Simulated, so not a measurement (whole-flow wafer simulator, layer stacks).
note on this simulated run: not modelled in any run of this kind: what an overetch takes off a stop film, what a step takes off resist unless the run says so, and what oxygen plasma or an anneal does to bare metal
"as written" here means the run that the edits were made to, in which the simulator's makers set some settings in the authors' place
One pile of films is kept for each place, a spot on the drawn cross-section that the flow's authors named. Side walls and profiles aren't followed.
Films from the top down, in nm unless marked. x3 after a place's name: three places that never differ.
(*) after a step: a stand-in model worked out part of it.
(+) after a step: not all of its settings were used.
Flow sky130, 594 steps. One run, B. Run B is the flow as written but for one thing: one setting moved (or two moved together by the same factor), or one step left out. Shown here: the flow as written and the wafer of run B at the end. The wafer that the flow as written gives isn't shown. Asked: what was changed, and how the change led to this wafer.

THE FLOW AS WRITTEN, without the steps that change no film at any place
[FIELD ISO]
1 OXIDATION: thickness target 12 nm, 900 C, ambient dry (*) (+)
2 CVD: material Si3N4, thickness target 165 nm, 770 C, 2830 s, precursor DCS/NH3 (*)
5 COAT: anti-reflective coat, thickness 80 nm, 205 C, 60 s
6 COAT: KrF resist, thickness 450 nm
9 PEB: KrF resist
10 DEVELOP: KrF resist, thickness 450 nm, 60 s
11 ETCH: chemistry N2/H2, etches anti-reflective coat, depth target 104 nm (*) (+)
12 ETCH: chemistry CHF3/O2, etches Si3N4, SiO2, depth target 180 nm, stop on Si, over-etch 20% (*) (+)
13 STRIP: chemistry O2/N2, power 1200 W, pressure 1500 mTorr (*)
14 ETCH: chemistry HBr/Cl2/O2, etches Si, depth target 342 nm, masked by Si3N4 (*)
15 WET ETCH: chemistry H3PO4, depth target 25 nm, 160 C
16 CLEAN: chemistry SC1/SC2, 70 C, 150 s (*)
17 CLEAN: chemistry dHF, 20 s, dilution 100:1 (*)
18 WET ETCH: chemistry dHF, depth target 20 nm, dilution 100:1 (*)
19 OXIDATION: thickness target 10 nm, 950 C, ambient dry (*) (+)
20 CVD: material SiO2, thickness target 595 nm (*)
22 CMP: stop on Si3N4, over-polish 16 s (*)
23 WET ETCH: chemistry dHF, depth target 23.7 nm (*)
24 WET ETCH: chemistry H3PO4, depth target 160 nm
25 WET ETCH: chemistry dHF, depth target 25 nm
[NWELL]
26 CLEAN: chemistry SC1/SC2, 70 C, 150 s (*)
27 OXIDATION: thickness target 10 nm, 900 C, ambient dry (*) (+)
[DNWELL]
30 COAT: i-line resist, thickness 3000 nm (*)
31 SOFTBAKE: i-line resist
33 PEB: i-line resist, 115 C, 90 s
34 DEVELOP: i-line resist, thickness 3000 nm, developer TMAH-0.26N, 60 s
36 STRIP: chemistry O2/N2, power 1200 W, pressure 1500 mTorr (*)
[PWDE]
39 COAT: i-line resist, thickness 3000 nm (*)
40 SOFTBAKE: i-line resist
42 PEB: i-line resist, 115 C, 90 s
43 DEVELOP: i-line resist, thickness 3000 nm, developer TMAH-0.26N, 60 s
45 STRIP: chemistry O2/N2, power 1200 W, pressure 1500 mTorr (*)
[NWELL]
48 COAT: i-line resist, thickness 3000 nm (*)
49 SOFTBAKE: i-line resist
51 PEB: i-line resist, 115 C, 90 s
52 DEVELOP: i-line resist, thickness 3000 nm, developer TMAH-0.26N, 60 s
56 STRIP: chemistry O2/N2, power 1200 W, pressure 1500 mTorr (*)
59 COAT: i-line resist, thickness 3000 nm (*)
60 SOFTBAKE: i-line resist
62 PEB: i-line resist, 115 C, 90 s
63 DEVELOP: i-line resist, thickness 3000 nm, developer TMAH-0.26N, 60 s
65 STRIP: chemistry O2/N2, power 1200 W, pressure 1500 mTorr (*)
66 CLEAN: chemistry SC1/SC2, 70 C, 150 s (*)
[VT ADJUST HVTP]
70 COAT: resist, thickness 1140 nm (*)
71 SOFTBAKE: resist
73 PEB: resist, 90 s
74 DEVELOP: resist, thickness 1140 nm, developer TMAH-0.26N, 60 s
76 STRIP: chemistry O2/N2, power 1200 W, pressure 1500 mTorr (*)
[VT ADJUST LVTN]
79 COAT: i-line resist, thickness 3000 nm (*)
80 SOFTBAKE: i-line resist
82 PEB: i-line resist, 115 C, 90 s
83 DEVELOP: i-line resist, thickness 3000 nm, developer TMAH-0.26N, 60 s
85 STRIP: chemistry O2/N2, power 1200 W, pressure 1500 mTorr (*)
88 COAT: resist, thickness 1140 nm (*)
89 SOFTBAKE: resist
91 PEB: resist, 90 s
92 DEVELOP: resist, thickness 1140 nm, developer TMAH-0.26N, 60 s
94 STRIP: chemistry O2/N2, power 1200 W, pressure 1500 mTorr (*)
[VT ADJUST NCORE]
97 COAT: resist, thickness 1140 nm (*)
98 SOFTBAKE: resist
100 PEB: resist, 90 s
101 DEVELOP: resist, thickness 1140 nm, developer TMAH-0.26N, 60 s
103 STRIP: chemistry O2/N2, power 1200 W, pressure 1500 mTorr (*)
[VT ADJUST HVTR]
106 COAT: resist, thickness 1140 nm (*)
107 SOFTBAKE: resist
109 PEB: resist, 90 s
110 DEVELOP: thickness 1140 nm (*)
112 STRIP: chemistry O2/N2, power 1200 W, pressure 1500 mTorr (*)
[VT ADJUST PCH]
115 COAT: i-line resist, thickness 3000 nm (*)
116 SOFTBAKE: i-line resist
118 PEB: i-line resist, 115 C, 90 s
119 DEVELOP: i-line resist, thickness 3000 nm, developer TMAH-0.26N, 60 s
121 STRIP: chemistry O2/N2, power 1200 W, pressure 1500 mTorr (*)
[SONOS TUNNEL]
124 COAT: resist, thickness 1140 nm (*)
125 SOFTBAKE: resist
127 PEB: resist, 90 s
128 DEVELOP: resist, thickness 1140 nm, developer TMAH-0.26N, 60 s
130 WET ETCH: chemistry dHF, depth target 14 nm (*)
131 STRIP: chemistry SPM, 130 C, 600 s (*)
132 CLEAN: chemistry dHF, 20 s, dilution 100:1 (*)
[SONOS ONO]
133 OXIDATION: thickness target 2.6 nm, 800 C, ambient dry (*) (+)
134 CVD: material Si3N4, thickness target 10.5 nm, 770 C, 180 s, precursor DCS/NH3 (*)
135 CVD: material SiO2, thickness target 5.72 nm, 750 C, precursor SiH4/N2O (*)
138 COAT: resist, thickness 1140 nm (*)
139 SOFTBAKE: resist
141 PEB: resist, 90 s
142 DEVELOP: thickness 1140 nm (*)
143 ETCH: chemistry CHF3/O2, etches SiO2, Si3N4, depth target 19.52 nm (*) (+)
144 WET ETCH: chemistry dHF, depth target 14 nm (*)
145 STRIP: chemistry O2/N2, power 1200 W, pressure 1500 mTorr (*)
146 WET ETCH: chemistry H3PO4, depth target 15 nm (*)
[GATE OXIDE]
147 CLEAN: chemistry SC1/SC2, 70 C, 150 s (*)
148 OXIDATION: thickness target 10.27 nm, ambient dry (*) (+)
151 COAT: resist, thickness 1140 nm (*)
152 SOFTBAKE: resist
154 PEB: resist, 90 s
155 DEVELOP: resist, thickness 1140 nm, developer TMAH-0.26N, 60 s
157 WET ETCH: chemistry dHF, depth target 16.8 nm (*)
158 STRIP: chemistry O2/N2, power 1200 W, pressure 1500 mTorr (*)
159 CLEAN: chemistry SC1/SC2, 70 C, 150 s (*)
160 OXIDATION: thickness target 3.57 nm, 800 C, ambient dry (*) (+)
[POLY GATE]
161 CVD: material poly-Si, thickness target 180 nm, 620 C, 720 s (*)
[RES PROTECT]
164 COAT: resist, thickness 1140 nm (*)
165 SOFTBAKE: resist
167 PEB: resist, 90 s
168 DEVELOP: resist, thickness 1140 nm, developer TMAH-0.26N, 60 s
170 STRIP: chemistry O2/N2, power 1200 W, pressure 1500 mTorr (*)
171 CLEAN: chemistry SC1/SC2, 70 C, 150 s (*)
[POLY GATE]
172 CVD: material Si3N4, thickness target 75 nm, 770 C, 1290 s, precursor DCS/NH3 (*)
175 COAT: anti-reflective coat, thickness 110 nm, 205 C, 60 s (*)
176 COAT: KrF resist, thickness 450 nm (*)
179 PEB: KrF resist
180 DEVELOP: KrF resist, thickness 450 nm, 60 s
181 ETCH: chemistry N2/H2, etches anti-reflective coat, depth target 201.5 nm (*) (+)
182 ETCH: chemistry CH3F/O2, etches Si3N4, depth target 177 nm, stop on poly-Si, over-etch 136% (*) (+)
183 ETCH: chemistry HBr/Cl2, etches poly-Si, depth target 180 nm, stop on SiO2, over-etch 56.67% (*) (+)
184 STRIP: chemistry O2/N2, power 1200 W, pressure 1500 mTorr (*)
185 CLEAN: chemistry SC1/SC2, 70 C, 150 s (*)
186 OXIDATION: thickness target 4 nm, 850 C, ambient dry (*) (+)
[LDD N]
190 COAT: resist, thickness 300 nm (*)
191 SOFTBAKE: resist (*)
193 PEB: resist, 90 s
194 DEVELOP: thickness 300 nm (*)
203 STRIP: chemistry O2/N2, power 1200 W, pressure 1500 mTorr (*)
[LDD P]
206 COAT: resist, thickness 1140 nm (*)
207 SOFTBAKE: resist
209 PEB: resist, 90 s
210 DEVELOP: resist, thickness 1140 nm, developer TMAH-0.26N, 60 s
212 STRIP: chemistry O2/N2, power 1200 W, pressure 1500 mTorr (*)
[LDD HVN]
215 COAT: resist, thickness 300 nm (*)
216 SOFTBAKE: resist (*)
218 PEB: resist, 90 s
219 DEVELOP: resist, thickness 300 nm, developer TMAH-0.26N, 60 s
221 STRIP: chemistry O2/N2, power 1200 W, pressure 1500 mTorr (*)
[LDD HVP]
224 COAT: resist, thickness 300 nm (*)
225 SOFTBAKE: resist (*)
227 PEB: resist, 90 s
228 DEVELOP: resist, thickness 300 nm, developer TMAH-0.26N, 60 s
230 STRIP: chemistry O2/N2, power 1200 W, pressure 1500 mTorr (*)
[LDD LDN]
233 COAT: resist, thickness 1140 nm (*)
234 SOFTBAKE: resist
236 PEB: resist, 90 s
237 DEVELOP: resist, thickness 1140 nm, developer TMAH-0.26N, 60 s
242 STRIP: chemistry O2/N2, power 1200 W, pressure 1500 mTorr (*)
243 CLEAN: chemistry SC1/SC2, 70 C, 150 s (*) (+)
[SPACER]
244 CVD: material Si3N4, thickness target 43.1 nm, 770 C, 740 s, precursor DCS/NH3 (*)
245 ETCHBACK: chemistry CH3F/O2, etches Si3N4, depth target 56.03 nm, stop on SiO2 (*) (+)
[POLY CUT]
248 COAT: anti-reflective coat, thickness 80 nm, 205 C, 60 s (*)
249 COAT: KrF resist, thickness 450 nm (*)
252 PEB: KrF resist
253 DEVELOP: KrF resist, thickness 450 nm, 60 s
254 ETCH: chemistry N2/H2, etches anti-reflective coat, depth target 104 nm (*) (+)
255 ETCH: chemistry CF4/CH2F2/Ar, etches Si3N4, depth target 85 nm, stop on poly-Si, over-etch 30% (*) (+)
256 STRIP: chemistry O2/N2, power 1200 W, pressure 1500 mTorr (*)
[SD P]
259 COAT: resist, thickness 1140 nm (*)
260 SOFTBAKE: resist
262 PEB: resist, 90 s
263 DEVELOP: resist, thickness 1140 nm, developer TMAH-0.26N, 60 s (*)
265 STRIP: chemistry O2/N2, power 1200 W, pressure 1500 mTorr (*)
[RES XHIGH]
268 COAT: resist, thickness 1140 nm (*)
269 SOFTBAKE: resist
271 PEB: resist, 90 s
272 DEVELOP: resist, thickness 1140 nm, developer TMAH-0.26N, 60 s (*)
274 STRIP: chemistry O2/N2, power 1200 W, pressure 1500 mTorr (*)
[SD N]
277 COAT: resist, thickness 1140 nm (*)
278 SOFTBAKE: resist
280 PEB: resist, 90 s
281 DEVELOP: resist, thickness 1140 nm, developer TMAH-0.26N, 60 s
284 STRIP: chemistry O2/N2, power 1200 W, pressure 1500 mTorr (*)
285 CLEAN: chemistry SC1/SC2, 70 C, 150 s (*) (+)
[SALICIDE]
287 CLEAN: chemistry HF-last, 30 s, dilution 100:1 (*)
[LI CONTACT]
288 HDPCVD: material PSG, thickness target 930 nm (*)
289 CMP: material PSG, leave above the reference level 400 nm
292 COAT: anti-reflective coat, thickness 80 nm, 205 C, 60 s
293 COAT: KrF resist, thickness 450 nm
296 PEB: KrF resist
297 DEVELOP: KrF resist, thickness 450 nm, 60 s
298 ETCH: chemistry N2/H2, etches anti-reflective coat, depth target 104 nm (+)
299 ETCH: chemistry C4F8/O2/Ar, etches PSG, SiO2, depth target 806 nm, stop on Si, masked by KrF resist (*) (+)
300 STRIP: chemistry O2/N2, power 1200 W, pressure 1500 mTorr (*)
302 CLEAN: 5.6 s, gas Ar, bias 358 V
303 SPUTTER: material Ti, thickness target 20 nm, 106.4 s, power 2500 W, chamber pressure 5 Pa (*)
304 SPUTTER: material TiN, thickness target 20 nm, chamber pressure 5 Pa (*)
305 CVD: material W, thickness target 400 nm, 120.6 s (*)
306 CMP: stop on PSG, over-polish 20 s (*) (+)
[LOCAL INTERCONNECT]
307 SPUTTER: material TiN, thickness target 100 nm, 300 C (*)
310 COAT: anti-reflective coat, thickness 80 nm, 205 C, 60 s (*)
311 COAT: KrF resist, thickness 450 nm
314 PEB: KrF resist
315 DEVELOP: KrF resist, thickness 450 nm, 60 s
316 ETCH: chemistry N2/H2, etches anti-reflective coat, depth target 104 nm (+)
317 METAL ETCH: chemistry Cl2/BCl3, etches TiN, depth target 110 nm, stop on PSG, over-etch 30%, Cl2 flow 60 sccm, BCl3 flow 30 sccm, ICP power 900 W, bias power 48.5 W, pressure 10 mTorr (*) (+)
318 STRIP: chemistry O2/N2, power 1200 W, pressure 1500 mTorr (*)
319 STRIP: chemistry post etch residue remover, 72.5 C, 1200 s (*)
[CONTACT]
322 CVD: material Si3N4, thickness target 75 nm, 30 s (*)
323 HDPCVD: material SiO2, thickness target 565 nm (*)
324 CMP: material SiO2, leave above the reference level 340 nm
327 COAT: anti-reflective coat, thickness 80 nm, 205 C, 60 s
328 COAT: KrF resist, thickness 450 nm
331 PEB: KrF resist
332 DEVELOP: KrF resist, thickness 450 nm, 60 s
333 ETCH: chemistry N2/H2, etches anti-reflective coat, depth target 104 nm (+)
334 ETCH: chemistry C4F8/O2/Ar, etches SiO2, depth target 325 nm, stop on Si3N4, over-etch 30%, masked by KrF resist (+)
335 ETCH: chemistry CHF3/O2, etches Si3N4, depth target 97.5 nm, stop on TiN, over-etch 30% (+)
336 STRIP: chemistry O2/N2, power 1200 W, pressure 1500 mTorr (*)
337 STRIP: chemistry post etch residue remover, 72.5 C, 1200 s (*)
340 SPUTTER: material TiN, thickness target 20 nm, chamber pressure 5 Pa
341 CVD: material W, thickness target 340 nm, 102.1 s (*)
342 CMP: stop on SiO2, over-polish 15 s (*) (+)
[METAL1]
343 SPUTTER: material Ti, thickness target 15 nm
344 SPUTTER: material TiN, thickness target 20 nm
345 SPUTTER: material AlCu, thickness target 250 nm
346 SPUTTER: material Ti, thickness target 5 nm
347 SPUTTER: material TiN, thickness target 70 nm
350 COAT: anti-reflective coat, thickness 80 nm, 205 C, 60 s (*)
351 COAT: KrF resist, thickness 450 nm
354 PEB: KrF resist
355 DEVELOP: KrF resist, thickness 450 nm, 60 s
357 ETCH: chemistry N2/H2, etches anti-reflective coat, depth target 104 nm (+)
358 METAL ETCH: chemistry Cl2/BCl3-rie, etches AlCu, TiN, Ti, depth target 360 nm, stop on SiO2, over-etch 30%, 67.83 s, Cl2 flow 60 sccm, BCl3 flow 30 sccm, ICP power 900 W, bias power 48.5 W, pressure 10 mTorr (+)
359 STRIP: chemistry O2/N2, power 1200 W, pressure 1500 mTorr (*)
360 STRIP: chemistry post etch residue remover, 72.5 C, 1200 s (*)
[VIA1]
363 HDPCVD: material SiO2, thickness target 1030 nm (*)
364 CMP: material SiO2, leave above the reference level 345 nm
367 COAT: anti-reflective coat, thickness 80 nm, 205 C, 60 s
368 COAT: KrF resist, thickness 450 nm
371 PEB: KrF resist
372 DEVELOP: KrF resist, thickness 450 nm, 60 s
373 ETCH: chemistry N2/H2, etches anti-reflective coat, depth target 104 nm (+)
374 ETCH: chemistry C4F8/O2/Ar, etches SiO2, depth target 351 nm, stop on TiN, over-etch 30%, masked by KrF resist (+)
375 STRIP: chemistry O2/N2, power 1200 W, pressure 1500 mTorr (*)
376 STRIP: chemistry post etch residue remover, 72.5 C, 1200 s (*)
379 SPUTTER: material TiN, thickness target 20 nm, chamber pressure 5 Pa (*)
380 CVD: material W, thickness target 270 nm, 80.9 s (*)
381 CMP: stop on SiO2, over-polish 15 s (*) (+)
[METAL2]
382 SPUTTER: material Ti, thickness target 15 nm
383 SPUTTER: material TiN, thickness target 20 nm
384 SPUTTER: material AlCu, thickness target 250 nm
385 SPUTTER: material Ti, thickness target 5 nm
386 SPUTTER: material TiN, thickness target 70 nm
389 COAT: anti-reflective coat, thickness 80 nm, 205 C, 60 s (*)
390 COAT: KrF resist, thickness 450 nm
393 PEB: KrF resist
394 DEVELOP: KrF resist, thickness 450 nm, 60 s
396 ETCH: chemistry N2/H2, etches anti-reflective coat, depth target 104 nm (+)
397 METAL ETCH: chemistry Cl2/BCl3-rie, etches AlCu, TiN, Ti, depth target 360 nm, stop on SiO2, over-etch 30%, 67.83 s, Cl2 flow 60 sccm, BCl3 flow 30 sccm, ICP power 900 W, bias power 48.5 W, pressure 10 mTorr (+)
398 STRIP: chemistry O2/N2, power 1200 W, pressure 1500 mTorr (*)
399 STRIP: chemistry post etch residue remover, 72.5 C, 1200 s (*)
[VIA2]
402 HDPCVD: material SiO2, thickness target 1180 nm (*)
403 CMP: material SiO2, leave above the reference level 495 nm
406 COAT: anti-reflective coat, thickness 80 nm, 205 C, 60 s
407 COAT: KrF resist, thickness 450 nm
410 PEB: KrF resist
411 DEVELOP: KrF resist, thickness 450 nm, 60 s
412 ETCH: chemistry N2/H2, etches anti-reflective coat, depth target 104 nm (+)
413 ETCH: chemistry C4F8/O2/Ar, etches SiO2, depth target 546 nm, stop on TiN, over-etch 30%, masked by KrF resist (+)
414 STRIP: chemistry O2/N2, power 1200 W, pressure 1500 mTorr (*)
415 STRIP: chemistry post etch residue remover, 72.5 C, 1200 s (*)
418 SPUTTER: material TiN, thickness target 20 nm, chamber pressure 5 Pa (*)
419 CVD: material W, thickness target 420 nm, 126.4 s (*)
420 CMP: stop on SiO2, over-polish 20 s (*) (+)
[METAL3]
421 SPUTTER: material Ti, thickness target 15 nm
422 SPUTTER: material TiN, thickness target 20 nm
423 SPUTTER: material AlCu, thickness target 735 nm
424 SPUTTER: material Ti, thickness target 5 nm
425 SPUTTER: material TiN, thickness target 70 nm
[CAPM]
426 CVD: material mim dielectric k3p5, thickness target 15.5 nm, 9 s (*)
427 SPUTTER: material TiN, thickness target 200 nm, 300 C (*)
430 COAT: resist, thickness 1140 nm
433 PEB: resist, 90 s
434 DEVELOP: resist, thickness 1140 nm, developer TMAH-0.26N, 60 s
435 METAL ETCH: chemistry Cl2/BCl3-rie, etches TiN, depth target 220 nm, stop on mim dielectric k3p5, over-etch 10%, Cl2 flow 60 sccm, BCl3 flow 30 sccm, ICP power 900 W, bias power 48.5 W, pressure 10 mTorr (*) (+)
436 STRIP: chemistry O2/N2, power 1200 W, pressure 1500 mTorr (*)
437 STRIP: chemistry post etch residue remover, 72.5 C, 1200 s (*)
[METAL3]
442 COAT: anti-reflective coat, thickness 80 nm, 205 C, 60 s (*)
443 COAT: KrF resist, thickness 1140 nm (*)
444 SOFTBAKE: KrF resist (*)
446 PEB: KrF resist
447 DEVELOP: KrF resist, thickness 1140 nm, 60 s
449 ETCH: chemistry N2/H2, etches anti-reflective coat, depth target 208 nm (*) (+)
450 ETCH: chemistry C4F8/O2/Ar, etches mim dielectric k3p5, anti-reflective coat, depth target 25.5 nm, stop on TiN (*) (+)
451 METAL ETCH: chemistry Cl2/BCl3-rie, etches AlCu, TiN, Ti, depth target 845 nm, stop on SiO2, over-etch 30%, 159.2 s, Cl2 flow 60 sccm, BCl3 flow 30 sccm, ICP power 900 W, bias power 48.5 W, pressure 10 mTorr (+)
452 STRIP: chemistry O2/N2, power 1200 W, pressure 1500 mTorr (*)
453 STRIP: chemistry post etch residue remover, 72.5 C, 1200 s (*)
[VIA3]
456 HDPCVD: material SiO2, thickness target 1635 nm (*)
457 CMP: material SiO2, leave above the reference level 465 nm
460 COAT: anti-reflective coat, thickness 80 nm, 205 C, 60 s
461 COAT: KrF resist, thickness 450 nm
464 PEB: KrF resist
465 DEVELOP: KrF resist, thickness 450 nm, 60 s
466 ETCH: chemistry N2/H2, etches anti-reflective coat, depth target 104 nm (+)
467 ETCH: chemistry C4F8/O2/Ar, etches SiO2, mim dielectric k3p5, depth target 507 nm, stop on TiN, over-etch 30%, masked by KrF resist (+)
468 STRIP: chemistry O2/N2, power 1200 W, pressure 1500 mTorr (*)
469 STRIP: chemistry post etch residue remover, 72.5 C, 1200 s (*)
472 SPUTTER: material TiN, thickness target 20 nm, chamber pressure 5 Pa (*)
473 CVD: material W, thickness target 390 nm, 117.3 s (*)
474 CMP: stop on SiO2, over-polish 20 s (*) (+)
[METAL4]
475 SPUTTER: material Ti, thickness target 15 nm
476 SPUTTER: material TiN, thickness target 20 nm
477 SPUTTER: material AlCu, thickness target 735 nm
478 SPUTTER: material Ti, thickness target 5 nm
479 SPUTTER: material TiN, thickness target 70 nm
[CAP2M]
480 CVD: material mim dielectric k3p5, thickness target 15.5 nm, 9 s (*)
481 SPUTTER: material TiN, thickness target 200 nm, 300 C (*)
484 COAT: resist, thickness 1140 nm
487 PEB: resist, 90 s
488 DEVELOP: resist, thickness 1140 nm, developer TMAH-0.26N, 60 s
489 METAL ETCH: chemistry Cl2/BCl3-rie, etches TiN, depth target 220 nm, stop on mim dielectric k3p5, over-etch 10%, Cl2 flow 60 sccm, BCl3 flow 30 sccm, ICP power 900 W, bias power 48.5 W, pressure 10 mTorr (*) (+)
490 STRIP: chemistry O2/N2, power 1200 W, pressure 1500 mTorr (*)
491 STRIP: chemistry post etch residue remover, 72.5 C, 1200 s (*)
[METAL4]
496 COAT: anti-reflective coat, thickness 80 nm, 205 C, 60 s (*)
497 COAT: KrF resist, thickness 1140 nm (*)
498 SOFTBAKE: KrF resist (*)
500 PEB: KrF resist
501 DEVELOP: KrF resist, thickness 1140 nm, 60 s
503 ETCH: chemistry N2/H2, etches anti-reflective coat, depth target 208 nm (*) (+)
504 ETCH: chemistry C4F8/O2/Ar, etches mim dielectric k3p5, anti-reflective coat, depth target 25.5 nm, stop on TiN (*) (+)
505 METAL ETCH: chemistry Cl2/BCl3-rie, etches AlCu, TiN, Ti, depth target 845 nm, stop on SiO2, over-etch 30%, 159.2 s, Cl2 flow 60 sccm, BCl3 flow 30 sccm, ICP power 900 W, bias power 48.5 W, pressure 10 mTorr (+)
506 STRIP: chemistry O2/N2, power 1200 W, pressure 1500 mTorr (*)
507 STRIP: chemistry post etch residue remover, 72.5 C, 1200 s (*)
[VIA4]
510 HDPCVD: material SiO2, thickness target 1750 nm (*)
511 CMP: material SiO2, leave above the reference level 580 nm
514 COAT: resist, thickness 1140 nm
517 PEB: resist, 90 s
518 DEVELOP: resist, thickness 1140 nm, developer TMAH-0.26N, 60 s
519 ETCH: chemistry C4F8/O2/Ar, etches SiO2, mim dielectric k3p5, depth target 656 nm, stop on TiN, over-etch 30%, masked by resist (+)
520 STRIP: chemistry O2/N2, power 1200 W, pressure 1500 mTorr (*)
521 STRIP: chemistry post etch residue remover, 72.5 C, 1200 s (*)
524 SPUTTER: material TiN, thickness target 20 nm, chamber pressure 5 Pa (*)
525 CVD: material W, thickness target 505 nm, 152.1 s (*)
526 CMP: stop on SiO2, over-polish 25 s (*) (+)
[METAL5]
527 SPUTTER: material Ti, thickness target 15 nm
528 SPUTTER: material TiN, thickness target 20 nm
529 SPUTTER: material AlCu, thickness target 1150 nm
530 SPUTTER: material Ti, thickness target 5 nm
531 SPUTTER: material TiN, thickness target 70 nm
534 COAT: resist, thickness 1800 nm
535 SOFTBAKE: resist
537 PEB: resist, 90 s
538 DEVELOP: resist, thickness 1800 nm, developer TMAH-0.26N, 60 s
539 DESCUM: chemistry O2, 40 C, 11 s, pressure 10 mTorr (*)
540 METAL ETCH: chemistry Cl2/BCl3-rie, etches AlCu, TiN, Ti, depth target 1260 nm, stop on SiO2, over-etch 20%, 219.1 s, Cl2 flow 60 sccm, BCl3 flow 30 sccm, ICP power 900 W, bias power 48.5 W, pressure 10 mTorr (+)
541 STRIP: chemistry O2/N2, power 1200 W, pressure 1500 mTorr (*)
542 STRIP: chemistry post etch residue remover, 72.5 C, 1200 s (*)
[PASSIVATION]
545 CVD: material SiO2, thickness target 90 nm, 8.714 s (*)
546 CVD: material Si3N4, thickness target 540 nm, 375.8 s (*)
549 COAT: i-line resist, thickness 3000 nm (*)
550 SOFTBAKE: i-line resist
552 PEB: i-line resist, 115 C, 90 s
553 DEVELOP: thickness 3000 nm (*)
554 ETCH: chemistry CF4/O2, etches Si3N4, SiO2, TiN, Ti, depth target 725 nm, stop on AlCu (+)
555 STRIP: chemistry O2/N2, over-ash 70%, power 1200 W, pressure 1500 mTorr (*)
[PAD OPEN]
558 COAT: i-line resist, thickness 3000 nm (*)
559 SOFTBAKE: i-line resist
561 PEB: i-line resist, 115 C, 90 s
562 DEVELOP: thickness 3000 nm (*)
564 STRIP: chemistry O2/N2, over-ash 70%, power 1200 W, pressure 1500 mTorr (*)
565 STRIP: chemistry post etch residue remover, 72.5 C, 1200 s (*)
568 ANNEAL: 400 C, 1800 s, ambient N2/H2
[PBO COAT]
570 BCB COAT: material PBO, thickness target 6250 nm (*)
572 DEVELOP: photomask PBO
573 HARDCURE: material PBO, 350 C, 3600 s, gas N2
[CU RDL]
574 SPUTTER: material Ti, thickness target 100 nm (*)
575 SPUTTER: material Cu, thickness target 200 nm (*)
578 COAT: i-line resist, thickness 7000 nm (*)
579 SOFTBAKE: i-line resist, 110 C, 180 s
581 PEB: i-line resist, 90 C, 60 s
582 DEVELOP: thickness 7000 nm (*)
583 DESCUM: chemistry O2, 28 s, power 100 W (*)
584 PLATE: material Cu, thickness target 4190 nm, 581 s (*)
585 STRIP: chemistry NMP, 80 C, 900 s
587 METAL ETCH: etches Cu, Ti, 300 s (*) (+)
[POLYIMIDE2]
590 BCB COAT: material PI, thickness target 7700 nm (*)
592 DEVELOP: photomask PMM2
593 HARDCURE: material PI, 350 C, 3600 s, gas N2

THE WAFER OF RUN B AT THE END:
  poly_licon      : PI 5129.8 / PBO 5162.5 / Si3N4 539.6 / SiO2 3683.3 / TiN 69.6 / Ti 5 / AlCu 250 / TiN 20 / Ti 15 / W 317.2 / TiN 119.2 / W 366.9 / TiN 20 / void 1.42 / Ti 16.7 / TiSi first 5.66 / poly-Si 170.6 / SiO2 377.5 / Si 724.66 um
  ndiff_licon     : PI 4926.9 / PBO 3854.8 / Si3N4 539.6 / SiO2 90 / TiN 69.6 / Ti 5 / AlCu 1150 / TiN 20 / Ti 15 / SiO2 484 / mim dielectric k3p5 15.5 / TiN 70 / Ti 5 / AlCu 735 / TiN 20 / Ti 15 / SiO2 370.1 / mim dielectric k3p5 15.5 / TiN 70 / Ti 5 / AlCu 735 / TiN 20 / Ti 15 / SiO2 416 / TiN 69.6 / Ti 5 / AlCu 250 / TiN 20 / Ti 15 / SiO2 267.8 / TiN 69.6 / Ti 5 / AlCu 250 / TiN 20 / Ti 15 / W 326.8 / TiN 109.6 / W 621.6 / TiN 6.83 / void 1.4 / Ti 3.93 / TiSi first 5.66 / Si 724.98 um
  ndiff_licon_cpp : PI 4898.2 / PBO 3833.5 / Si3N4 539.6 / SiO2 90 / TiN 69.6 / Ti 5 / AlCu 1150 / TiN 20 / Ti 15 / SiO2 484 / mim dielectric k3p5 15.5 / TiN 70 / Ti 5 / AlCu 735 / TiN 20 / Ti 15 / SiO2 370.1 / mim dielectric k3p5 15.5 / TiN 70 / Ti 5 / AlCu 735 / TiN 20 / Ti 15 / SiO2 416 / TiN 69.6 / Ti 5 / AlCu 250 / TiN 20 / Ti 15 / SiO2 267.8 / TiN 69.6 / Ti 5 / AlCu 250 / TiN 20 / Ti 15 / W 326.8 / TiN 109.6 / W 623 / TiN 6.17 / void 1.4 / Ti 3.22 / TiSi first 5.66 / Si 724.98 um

The cause: step 568, ANNEAL: 388 C was run, where the flow has 400 C.

How the change led to this, step by step:
  568 ANNEAL: 400 C, 1800 s, ambient N2/H2
      poly_licon, rpo_hd_licon: under 11 films: void +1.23 (new film), Ti -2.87, TiSi first +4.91 (new film), poly-Si -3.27 (as written it would be: under 11 films: void +1.54 (new film), Ti -3.59, TiSi first +6.13 (new film), poly-Si -4.08)
      ndiff_licon, ndiff_licon_cpp: under 37 films: void +1.22 (new film), Ti -2.87, TiSi first +4.91 (new film), Si -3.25 (as written it would be: under 37 films: void +1.52 (new film), Ti -3.59, TiSi first +6.13 (new film), Si -4.07)
